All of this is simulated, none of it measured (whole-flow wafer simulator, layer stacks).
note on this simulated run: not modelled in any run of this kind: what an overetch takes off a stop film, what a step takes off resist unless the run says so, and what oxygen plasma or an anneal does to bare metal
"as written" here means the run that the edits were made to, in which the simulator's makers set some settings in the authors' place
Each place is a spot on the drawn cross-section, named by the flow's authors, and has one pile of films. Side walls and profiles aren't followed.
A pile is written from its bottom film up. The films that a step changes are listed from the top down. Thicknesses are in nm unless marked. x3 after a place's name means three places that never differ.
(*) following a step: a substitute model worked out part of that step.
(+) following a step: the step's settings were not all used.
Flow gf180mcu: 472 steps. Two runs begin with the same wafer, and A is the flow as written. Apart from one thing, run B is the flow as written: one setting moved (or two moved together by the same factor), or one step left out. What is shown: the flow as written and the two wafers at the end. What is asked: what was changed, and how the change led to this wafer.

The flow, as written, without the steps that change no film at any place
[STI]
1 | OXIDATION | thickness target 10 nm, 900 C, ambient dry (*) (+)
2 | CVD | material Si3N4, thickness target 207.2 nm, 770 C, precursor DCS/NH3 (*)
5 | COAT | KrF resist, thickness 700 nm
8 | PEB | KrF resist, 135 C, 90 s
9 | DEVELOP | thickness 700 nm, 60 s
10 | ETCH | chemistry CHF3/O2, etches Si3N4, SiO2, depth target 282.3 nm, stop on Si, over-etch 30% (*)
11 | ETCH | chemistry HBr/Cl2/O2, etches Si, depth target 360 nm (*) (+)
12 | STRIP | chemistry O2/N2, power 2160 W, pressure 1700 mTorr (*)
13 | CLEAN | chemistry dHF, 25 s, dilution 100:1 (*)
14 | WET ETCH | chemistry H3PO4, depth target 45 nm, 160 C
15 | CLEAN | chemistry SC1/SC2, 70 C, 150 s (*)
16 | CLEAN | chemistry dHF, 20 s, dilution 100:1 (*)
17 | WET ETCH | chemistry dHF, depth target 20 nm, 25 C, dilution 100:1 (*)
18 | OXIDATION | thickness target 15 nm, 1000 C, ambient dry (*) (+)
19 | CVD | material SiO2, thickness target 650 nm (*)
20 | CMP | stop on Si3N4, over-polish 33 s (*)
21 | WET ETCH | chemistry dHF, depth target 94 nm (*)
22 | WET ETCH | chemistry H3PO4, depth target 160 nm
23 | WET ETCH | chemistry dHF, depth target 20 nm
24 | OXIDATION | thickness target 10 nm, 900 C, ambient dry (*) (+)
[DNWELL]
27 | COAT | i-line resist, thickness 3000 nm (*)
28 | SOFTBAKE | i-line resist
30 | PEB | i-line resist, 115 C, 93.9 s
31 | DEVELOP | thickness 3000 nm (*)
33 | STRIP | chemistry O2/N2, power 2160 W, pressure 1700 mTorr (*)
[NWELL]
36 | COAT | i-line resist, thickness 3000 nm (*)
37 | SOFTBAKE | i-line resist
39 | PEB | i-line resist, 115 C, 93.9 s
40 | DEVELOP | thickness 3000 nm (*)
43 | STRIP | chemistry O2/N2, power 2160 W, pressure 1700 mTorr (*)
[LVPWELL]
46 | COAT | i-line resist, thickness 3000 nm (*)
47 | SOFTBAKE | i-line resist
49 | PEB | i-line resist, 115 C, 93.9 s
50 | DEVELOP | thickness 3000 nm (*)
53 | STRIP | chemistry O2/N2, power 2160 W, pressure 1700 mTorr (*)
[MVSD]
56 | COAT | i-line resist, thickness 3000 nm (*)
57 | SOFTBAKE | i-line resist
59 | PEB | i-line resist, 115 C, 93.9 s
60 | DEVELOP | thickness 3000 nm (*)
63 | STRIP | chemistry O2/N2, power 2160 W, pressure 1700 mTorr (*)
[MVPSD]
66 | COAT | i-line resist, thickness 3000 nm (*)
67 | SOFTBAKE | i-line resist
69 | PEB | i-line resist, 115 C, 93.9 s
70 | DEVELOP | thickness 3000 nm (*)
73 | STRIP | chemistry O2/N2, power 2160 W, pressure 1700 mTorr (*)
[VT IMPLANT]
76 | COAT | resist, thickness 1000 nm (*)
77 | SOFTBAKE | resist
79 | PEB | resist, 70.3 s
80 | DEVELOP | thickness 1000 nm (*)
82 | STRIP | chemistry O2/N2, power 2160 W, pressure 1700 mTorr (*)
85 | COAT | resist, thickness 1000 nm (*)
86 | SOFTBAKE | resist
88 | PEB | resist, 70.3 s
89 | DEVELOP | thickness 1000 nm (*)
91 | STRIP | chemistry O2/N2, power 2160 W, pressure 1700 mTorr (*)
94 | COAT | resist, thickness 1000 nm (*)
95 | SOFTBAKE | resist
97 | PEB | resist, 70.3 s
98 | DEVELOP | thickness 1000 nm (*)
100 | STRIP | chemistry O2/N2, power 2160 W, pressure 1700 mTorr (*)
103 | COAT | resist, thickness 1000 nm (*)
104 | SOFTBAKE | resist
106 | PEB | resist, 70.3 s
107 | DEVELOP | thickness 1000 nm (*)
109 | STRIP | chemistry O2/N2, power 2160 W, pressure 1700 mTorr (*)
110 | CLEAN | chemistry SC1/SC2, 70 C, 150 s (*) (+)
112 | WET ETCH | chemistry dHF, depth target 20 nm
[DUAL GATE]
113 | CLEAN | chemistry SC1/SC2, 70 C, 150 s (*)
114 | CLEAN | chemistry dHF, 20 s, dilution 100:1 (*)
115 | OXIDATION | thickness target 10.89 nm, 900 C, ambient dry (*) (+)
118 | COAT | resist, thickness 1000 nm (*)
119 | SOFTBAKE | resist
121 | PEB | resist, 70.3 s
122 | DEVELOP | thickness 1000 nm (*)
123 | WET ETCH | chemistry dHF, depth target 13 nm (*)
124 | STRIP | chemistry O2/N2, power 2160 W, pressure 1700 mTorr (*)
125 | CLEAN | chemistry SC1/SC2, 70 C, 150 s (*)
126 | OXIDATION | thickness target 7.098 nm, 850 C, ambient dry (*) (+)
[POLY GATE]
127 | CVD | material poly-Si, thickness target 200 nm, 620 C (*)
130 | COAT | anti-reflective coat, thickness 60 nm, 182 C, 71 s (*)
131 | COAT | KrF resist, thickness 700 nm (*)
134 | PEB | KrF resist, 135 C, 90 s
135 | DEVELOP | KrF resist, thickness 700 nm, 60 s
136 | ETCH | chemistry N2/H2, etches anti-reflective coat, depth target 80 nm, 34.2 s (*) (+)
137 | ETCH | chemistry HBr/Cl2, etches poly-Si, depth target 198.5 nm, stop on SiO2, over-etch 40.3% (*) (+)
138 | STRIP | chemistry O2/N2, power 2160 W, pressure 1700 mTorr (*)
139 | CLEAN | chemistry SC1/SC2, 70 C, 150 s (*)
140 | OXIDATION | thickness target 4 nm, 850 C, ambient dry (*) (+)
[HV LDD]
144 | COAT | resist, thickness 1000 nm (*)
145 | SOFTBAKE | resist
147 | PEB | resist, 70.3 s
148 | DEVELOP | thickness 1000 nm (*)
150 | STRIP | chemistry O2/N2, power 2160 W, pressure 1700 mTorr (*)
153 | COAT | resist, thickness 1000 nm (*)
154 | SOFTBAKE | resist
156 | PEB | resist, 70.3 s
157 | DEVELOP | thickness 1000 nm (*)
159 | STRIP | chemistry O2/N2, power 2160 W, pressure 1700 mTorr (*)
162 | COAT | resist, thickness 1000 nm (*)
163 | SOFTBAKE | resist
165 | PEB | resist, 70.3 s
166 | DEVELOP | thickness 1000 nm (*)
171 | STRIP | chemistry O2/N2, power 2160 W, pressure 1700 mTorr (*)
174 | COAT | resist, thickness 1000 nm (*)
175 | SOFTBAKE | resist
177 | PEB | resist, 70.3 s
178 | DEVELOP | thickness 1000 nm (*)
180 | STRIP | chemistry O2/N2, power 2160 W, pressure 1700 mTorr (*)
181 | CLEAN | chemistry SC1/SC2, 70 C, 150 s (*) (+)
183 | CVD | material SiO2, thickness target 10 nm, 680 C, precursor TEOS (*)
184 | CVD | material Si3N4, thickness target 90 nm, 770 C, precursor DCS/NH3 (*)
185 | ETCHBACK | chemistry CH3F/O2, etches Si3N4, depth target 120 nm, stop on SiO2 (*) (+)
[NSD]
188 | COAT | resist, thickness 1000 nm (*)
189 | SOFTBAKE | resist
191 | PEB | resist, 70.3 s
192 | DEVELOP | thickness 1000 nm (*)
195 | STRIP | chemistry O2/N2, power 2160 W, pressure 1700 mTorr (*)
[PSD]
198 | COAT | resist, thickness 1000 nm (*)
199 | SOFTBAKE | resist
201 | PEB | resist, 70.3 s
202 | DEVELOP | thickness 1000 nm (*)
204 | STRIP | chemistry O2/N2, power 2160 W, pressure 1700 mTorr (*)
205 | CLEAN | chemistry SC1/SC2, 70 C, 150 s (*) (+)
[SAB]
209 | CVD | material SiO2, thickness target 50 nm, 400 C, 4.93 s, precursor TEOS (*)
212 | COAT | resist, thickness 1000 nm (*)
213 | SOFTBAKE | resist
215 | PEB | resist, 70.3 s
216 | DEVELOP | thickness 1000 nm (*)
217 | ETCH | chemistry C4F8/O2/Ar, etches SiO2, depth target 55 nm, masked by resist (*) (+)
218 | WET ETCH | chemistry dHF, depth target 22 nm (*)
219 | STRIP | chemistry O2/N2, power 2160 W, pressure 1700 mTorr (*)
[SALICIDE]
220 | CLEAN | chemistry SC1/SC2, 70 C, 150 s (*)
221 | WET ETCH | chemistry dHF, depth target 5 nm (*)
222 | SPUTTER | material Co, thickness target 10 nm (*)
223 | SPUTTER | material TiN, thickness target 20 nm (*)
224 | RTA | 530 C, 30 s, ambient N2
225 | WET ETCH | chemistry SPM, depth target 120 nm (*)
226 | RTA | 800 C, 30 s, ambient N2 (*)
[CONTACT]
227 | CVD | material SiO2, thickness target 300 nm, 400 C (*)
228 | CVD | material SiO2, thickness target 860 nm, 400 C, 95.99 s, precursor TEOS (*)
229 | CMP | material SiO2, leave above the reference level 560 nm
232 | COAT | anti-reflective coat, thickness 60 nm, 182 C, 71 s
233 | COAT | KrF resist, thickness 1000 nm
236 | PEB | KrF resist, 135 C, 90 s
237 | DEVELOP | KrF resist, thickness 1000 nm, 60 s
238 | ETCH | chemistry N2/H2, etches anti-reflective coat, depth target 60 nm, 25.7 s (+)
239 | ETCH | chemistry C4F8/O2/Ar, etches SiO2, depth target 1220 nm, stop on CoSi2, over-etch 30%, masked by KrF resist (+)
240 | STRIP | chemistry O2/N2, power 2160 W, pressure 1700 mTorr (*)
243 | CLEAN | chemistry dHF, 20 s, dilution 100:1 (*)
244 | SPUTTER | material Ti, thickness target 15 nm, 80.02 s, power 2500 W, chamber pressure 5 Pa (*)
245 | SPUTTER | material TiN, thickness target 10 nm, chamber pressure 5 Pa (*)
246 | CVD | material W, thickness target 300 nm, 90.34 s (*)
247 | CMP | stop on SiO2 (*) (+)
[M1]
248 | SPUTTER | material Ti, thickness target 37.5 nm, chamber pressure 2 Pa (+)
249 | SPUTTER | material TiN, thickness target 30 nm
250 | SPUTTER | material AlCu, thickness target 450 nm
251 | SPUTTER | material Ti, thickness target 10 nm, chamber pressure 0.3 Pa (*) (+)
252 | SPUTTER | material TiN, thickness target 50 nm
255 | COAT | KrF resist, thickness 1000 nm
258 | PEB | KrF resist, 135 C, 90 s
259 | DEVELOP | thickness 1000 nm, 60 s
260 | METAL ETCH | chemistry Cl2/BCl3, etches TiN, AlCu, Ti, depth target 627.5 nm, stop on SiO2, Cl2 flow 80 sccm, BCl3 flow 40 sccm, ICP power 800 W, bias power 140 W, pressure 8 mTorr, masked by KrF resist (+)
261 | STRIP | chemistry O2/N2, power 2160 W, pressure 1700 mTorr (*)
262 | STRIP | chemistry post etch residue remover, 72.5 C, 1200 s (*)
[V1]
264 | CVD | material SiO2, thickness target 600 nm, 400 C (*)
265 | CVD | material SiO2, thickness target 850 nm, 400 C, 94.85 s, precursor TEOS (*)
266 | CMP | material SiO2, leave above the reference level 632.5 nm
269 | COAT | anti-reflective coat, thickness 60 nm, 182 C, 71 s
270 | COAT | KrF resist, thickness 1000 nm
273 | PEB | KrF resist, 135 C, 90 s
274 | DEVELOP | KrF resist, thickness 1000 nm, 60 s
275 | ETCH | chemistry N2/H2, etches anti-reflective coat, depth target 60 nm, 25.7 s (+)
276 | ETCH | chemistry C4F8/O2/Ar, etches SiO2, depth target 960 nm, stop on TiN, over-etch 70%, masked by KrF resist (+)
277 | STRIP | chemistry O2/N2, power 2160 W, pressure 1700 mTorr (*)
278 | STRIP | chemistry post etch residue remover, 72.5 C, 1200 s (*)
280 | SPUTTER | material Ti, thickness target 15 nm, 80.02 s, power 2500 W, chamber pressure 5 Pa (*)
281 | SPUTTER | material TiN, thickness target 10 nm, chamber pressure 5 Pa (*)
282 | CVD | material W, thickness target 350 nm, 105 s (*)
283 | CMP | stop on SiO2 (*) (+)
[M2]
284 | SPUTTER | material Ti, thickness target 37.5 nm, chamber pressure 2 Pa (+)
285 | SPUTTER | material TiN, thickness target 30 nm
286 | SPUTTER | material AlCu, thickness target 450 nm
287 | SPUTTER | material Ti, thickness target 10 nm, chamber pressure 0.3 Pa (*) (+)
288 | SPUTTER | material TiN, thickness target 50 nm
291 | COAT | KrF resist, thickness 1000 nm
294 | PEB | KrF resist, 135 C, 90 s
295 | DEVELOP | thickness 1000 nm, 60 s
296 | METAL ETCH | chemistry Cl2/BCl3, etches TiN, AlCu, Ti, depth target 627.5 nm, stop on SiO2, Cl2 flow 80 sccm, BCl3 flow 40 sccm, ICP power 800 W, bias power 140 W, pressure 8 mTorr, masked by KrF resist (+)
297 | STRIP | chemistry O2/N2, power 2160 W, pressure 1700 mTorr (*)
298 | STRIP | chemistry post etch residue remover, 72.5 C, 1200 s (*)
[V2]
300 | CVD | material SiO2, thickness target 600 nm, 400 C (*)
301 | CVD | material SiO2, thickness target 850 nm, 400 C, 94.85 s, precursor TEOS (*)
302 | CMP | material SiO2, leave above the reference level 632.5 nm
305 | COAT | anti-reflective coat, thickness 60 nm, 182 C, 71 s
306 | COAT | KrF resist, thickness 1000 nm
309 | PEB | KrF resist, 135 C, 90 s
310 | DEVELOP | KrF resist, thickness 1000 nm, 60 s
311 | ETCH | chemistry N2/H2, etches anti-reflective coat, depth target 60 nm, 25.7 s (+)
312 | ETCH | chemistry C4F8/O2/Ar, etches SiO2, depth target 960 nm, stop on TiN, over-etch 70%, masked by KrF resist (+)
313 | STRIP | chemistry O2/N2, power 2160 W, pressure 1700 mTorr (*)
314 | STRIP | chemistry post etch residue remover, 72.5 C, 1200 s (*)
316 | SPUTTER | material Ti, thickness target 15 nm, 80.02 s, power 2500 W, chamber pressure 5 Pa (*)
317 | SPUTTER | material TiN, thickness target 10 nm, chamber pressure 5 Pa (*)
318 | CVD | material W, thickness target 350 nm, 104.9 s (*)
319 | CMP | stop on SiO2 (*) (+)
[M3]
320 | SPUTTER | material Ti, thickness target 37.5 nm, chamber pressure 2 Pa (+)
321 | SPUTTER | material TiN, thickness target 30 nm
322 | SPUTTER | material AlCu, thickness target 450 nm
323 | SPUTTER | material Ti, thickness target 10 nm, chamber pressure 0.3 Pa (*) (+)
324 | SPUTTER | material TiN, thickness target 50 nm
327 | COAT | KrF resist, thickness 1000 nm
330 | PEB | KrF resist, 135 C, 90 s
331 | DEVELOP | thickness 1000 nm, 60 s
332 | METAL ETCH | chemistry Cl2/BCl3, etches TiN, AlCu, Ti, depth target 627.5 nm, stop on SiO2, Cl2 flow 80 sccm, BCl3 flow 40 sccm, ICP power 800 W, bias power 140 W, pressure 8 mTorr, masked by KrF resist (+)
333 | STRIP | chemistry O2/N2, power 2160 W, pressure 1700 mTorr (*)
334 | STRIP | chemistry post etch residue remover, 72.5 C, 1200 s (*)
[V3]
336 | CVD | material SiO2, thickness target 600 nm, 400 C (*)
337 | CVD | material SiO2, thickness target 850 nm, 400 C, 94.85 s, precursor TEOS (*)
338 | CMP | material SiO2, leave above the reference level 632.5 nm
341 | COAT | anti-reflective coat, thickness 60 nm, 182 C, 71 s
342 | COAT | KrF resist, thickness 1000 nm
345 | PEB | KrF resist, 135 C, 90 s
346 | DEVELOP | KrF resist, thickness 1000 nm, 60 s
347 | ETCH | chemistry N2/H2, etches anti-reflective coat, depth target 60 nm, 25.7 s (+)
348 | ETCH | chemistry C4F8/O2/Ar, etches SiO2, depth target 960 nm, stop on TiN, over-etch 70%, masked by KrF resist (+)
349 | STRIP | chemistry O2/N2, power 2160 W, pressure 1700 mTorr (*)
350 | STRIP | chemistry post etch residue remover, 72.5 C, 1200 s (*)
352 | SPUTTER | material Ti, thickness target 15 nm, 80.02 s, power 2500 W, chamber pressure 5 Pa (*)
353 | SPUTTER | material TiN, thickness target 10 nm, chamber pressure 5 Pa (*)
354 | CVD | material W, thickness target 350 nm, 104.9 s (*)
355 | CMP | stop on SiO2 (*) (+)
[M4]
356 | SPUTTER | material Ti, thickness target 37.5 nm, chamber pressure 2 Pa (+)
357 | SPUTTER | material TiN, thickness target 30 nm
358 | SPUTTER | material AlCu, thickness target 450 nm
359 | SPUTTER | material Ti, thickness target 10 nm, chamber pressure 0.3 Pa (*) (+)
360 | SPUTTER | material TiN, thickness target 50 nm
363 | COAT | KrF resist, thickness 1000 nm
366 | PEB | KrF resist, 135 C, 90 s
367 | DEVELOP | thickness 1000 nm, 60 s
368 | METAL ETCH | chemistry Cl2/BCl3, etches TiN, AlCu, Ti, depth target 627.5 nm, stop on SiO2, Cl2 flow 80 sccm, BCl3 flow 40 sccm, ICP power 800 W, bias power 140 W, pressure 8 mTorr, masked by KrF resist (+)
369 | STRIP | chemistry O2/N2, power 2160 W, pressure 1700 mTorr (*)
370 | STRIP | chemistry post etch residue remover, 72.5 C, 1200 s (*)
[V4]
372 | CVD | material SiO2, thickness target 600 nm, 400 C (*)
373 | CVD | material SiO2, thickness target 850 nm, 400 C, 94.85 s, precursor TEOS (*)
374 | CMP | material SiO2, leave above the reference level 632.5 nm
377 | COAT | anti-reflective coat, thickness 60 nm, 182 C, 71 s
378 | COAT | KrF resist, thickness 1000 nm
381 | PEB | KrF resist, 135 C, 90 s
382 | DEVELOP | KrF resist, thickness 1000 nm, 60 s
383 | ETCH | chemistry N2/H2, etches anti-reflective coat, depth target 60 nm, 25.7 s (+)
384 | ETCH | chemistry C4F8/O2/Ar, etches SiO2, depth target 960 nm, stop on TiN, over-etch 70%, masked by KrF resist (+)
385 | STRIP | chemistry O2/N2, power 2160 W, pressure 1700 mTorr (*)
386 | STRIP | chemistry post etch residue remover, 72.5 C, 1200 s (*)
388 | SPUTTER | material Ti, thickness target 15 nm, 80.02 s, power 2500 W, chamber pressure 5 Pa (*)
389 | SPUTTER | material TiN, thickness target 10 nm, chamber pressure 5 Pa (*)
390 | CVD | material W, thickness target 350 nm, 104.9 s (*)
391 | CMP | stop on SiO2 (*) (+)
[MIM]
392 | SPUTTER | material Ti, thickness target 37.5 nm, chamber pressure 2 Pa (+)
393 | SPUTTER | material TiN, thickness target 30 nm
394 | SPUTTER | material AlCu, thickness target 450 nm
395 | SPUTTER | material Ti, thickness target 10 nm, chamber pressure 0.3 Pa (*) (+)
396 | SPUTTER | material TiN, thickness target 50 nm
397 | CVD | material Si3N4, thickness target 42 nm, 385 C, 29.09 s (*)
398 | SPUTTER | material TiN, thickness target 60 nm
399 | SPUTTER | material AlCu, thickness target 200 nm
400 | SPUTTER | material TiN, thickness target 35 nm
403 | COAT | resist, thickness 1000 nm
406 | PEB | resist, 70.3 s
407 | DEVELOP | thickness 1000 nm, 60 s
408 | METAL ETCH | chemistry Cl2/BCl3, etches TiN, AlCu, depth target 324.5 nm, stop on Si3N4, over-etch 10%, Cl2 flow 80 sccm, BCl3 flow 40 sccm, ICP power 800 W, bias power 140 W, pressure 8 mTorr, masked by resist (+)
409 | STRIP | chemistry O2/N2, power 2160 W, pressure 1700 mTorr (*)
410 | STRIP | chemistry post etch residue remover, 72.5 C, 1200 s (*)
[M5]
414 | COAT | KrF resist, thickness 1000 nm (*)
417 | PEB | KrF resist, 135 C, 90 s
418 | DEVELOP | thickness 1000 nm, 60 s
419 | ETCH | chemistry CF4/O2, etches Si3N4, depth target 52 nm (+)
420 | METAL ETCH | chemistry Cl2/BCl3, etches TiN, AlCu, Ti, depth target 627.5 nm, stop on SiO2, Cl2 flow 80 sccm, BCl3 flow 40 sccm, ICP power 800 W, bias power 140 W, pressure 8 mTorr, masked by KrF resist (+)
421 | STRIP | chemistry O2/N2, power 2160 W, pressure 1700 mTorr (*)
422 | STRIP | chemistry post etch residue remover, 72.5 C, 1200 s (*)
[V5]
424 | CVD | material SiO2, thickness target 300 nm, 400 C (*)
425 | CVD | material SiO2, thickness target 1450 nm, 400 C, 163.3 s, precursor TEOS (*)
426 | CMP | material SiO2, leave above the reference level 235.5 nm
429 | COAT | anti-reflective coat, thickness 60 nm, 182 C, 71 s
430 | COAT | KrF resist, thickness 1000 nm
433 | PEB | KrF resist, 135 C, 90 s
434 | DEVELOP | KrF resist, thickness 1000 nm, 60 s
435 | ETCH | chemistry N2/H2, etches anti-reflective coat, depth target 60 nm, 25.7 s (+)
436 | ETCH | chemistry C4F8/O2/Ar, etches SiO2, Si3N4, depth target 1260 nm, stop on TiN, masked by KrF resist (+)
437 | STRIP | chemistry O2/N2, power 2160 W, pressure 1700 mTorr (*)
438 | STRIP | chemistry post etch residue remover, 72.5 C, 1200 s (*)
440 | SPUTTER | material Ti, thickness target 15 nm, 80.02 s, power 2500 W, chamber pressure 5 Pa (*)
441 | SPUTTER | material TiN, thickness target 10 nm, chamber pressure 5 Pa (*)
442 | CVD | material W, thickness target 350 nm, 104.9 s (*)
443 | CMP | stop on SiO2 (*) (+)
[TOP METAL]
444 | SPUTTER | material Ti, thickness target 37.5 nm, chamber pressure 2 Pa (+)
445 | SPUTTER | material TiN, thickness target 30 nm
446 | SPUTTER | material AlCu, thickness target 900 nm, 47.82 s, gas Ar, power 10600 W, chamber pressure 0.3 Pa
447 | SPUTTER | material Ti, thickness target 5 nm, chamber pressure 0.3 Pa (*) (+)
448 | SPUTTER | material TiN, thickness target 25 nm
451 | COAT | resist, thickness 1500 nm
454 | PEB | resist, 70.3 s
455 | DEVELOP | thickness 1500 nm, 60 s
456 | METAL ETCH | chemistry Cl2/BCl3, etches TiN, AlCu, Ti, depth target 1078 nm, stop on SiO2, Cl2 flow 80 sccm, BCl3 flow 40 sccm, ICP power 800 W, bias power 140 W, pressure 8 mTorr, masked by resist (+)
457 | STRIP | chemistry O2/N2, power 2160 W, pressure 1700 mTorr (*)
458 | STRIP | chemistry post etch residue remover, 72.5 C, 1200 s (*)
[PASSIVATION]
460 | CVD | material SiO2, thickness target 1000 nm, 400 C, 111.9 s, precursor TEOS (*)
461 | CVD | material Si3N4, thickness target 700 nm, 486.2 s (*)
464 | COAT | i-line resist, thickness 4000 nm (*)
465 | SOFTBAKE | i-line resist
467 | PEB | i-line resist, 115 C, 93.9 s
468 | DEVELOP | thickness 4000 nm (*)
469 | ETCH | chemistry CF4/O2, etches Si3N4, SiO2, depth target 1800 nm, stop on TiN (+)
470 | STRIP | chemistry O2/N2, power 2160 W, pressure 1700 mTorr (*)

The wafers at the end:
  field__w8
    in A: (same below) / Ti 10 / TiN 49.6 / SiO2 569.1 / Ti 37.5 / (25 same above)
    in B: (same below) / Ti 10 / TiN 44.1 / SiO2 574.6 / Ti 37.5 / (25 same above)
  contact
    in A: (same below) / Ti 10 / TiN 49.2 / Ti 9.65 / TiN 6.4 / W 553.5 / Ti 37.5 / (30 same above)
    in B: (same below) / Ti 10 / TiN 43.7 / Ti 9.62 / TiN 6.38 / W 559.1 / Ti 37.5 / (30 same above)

The reason: step 288, SPUTTER: thickness target 44.5 nm was run, though the flow has thickness target 50 nm.

How this came from the change, step by step:
  288 | SPUTTER | material TiN, thickness target 50 nm
      field, field__w1, field__w2 and 108 more: A TiN gains 50 (new film) | B TiN gains 44.5 (new film)
  296 | METAL ETCH | chemistry Cl2/BCl3, etches TiN, AlCu, Ti, depth target 627.5 nm, stop on SiO2, Cl2 flow 80 sccm, BCl3 flow 40 sccm, ICP power 800 W, bias power 140 W, pressure 8 mTorr, masked by KrF resist (+)
      field, field__w1, field__w2 and 103 more: A TiN loses 50 (all of it), Ti loses 10 (all of it), AlCu loses 450 (all of it), TiN loses 30 (all of it), Ti loses 37.5 (all of it) | B TiN loses 44.5 (all of it), Ti loses 10 (all of it), AlCu loses 450 (all of it), TiN loses 30 (all of it), Ti loses 37.5 (all of it)
